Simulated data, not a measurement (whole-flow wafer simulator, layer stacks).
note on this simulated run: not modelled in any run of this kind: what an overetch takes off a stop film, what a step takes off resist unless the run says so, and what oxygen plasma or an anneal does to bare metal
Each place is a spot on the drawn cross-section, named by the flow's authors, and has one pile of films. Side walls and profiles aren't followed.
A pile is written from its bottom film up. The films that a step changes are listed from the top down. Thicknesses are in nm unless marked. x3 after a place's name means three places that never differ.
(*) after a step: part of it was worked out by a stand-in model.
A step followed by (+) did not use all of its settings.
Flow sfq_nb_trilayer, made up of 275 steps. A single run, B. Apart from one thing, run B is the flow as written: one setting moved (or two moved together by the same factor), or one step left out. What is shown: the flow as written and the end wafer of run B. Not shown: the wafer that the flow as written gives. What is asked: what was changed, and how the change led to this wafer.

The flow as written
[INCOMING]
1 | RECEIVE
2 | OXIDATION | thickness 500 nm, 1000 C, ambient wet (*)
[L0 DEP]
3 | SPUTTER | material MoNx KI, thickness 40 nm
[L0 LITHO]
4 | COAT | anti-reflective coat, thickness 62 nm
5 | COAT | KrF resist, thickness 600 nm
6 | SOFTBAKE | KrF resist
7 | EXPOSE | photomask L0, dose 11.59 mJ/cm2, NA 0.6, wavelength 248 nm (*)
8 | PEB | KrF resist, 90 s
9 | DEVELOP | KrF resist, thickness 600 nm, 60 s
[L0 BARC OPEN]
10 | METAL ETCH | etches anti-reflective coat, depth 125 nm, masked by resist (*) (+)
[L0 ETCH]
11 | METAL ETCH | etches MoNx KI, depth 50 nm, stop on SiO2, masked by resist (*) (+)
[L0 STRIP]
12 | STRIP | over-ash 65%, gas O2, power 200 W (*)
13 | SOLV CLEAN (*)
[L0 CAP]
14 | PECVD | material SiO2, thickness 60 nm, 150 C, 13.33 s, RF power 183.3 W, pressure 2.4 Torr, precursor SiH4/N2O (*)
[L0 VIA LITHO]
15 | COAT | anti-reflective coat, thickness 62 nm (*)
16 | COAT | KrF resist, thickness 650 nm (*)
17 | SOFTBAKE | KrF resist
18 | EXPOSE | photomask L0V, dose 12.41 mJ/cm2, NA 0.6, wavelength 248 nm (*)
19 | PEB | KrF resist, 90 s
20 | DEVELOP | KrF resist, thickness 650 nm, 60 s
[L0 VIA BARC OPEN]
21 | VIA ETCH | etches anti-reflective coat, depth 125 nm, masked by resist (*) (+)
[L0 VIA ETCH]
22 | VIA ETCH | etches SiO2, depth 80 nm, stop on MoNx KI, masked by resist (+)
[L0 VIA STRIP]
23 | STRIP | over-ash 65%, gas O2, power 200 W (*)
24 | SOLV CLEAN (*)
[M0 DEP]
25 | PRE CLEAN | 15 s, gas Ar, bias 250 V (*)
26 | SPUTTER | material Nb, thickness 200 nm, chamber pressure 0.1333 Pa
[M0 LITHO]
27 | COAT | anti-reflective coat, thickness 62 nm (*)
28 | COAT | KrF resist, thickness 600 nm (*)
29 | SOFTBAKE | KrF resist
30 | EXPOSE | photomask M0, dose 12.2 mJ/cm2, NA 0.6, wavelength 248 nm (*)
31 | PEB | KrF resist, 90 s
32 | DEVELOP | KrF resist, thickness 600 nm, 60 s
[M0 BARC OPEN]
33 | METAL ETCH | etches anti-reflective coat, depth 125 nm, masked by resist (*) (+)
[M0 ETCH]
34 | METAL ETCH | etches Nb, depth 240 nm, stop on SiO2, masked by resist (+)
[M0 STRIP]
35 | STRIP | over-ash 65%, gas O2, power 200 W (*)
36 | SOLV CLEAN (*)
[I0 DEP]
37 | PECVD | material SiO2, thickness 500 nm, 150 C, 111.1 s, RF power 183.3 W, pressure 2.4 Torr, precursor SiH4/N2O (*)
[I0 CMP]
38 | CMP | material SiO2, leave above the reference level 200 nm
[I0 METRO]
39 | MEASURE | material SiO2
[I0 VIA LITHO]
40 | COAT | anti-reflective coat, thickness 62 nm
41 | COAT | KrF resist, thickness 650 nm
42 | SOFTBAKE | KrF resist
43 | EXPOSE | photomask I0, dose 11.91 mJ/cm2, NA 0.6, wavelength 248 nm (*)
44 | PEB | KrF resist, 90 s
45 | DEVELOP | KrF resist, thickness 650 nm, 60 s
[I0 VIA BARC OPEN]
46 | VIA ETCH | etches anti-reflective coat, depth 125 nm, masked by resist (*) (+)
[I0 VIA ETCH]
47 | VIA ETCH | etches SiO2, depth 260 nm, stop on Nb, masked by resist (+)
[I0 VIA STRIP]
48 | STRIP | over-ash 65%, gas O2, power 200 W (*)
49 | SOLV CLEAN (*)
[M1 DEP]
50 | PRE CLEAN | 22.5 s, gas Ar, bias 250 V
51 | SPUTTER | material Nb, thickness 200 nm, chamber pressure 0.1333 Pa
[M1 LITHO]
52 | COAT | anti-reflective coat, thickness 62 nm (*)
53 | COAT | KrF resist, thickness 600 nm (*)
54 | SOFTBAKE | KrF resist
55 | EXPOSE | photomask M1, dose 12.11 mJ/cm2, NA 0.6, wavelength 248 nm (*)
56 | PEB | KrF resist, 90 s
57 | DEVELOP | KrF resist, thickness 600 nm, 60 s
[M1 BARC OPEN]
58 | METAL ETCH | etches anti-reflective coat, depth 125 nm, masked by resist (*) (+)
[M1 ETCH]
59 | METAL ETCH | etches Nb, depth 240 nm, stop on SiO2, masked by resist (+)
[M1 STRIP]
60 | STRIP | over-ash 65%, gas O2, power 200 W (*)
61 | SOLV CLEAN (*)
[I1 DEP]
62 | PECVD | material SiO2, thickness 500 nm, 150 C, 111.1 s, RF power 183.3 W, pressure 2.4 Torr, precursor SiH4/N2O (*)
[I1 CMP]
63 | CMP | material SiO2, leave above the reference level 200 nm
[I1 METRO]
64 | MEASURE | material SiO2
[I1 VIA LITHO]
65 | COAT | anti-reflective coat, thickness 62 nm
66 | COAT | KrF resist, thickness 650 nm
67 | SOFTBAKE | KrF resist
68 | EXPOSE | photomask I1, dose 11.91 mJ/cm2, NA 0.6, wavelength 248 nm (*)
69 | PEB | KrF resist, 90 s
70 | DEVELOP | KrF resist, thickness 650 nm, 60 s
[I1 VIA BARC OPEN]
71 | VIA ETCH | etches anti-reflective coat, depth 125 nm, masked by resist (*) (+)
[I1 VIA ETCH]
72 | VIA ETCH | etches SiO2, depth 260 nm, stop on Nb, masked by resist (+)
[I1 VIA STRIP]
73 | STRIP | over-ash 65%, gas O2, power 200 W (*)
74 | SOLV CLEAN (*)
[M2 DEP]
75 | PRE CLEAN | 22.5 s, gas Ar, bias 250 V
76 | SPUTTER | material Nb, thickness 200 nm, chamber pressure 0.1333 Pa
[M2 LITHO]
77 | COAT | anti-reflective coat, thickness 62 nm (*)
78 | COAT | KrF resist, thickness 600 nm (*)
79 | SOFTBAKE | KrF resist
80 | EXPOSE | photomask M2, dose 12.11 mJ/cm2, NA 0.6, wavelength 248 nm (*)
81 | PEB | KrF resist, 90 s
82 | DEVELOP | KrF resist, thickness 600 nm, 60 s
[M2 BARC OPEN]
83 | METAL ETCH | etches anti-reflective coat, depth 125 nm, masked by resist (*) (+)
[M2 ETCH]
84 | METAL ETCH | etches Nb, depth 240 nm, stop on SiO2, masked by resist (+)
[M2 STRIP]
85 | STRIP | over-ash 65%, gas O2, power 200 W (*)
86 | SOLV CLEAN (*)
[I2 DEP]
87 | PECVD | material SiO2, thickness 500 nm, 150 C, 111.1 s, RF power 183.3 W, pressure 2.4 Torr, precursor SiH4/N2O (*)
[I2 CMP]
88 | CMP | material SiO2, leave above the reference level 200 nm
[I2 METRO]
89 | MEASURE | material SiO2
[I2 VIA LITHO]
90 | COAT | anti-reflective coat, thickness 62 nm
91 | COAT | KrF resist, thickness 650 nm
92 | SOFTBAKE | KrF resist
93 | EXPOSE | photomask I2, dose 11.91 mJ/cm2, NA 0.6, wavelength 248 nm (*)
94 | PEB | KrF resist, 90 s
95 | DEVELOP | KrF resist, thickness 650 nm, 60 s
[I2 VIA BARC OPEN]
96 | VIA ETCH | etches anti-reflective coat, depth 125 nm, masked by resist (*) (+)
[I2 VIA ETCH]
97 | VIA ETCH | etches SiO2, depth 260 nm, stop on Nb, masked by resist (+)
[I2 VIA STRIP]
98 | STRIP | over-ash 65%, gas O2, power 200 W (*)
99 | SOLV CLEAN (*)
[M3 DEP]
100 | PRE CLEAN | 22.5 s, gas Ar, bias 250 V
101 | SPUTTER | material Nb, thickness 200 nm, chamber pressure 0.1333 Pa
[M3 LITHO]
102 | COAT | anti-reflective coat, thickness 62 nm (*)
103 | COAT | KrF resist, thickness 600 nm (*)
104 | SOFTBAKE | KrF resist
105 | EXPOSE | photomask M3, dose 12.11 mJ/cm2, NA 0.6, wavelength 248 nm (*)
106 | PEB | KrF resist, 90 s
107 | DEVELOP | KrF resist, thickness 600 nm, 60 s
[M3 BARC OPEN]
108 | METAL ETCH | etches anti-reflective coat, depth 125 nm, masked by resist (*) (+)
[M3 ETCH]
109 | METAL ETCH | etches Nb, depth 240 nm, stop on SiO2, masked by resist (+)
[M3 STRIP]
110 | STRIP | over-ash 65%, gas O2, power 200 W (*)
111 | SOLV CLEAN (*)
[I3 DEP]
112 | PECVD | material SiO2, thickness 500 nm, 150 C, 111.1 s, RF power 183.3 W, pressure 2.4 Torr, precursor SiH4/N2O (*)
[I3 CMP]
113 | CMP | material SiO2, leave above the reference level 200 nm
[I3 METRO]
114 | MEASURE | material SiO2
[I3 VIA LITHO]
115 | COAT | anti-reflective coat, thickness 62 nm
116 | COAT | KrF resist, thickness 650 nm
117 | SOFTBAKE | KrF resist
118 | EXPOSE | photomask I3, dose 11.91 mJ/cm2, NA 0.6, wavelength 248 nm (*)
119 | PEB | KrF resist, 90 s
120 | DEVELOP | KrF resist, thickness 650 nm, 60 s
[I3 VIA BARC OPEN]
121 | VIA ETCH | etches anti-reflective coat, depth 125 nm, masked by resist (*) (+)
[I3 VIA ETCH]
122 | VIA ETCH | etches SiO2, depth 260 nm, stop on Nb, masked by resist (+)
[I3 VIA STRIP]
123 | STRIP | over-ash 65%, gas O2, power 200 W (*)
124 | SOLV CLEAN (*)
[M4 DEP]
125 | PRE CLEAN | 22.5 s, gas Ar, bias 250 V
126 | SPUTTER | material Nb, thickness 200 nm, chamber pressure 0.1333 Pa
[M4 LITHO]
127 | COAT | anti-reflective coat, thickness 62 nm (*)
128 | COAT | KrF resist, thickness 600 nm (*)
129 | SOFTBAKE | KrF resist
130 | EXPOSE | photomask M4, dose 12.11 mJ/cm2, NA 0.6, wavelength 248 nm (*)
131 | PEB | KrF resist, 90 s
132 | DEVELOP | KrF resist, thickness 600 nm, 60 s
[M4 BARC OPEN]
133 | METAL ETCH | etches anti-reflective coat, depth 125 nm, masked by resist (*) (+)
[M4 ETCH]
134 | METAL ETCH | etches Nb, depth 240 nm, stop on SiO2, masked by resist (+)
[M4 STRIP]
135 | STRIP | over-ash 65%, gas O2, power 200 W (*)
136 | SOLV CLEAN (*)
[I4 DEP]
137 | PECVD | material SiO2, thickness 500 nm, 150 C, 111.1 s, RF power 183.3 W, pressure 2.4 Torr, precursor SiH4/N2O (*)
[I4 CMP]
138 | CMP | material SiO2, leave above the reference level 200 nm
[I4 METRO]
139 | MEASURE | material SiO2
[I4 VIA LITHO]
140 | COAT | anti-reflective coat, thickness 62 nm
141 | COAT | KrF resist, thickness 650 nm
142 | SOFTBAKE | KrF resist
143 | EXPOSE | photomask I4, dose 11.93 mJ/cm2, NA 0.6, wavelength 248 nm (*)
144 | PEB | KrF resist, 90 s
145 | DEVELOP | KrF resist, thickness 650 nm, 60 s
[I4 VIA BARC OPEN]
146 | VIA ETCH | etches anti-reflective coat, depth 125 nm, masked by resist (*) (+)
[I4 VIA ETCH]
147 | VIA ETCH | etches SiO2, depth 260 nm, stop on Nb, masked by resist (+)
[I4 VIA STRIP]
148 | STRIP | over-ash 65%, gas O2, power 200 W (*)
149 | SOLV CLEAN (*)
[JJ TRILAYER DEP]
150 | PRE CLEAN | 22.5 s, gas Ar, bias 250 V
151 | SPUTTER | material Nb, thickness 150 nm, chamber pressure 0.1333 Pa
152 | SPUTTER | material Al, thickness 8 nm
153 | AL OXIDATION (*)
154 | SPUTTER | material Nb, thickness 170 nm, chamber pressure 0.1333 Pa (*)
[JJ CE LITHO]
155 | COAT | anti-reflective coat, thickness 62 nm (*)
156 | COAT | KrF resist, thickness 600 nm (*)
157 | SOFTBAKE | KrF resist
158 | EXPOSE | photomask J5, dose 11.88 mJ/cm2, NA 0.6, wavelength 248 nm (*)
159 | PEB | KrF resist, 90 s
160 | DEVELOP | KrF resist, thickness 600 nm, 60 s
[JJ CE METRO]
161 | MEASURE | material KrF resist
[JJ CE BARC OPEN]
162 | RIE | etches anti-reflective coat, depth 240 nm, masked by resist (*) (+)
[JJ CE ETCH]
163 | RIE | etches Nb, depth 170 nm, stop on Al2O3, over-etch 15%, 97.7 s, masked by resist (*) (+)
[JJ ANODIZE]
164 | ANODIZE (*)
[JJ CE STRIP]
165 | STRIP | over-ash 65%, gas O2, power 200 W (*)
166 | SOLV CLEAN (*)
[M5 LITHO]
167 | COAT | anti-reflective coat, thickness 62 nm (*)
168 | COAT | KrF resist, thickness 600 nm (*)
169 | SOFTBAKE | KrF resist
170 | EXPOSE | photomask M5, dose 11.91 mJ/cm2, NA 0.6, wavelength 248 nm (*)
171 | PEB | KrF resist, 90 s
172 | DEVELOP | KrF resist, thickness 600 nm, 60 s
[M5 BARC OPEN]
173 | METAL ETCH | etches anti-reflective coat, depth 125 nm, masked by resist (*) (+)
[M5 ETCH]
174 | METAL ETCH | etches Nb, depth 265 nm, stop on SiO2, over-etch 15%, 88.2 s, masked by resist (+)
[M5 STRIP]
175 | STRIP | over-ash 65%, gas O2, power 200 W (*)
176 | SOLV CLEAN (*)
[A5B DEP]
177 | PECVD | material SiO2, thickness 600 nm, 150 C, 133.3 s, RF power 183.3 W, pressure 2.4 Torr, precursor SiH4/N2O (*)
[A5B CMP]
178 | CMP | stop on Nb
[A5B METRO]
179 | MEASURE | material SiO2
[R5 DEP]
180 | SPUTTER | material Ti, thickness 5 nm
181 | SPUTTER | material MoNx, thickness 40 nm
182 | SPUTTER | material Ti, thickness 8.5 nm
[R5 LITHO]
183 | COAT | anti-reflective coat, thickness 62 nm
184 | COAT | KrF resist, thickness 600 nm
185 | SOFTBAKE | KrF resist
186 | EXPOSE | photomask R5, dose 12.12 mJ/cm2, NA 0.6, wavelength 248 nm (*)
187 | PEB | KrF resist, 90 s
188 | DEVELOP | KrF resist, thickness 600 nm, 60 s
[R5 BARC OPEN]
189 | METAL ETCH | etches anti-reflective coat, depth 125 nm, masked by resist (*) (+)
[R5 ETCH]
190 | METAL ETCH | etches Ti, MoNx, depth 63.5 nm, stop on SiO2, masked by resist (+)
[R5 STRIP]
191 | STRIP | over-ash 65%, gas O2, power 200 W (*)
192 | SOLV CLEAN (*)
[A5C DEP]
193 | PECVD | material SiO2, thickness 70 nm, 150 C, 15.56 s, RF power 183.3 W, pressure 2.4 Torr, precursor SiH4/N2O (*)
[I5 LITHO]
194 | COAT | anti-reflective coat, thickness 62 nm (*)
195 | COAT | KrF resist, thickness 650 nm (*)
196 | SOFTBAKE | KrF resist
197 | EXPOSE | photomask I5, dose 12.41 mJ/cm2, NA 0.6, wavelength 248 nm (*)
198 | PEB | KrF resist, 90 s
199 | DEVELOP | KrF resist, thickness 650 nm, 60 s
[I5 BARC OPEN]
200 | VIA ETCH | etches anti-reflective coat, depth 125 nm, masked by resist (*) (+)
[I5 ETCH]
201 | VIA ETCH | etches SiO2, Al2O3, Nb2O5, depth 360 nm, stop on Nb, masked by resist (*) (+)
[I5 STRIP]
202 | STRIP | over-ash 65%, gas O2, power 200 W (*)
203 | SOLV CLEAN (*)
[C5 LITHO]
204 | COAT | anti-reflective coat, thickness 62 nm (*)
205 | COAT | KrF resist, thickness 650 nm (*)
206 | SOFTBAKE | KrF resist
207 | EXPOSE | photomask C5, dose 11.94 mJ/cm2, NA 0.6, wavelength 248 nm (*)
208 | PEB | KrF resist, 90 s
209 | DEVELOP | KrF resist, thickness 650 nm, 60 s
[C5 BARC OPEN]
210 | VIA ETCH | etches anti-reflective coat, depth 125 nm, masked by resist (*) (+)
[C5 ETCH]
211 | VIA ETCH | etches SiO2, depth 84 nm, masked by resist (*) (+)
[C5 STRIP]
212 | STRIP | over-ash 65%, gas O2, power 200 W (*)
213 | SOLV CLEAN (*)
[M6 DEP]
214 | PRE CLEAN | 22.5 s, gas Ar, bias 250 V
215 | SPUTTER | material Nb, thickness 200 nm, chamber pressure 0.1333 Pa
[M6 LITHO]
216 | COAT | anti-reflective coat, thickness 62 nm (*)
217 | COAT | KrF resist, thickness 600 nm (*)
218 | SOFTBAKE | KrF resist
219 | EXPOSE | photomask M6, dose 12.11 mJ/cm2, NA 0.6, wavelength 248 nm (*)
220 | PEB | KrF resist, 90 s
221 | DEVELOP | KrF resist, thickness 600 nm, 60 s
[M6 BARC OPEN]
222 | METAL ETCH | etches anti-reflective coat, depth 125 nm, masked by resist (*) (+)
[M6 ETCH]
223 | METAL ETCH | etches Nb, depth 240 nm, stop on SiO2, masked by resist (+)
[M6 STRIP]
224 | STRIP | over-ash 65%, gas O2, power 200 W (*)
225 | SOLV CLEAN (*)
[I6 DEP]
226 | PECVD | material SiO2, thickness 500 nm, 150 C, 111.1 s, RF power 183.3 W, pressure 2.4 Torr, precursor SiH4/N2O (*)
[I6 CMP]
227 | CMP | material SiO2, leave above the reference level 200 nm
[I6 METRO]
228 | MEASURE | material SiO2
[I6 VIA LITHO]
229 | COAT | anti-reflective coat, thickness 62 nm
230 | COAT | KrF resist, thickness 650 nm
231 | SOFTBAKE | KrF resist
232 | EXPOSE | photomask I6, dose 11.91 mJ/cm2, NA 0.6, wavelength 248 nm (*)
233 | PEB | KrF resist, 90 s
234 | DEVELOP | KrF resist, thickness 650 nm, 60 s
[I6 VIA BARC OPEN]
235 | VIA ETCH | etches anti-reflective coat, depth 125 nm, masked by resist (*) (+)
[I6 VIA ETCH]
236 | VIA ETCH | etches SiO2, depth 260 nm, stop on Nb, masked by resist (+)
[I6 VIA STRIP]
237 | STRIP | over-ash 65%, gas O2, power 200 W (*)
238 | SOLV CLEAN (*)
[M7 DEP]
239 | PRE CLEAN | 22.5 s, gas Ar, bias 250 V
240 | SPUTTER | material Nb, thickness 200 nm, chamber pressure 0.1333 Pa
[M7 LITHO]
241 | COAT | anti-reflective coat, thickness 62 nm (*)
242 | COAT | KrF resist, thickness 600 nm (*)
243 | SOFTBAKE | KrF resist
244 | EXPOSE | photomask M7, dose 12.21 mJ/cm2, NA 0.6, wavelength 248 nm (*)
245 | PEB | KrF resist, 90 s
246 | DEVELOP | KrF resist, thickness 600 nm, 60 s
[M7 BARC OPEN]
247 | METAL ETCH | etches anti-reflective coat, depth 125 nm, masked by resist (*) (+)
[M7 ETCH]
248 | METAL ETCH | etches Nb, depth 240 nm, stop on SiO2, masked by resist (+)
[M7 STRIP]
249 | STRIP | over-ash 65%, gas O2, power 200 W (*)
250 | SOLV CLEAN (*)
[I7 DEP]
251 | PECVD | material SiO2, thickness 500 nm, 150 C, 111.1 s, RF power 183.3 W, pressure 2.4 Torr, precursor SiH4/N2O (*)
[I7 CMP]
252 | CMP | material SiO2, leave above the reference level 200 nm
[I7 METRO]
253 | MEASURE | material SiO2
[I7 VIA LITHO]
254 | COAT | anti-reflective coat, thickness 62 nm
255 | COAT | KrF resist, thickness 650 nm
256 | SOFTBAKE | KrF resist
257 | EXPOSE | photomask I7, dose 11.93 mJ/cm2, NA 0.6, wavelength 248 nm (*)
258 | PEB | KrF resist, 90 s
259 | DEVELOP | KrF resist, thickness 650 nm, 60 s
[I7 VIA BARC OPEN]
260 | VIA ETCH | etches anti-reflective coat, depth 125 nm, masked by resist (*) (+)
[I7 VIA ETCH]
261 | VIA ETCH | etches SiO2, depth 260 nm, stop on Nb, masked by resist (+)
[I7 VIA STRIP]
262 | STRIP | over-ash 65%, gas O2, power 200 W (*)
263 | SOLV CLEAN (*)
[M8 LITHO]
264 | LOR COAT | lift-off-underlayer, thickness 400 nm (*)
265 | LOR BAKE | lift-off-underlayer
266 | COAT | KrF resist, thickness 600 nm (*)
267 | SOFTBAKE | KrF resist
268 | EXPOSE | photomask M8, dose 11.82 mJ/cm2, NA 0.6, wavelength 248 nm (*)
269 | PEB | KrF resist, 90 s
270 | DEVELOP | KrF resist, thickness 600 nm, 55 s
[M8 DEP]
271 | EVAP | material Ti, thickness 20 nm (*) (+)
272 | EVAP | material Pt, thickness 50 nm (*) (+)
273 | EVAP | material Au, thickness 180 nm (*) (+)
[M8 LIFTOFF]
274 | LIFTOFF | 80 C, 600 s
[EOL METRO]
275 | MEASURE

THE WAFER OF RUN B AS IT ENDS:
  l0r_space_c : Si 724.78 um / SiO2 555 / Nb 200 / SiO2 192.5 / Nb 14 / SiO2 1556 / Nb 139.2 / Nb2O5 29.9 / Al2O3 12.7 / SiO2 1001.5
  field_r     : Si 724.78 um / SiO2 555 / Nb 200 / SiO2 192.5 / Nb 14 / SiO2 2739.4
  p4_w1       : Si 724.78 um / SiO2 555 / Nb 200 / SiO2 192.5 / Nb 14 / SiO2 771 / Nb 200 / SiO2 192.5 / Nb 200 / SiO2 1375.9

Cause: step 59, METAL ETCH: depth 186 nm was run, though the flow has depth 240 nm.

The path from the change to this, step by step:
  59 | METAL ETCH | etches Nb, depth 240 nm, stop on SiO2, masked by resist (+)
      field_l, be, be_sur and 79 more: -186 Nb (in the flow as written it would be: -200 Nb (all of it))
      v_sur, via_wl, via_w and 21 more: -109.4 KrF resist (in the flow as written it would be: -141.2 KrF resist)
  60 | STRIP | over-ash 65%, gas O2, power 200 W (*)
      wl_j_sl, wl_jj, wl_j_sr and 13 more: -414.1 KrF resist (all of it), -62 anti-reflective coat (all of it) (in the flow as written it would be: -382.4 KrF resist (all of it), -62 anti-reflective coat (all of it))
      v_sur: -397.6 KrF resist (all of it), -61.1 anti-reflective coat (all of it) (in the flow as written it would be: -365.9 KrF resist (all of it), -61.1 anti-reflective coat (all of it))
      (also at 7 further places)
  62 | PECVD | material SiO2, thickness 500 nm, 150 C, 111.1 s, RF power 183.3 W, pressure 2.4 Torr, precursor SiH4/N2O (*)
      field_l, be, be_sur and 72 more: +500 SiO2 (new film) (in the flow as written it would be: +500 SiO2)
      lsp_m, ln_m6, lsp_r, l0_sur, l0v: +500 SiO2 (new film) (in the flow as written it would be: +494.9 SiO2)
      (also at 2 further places)
  63 | CMP | material SiO2, leave above the reference level 200 nm
      field_l, be, be_sur and 72 more: -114 SiO2 (in the flow as written it would be: -100 SiO2)
      lsp_m, ln_m6, lsp_r, l0_sur, l0v: -114 SiO2 (in the flow as written it would be: -94.9 SiO2)
If metal films that touch count as one body, l0r_space_c has 3 bodies (between them, from the top down: SiO2 1556; SiO2 192.5); the flow as written gives 2 bodies (between them, from the top down: SiO2 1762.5).
If metal films that touch count as one body, field_r has 2 bodies (between them, from the top down: SiO2 192.5); the flow as written gives 1 body.
If metal films that touch count as one body, p4_w1 has 4 bodies (between them, from the top down: SiO2 192.5; SiO2 771; SiO2 192.5); the flow as written gives 3 bodies (between them, from the top down: SiO2 192.5; SiO2 977.5).
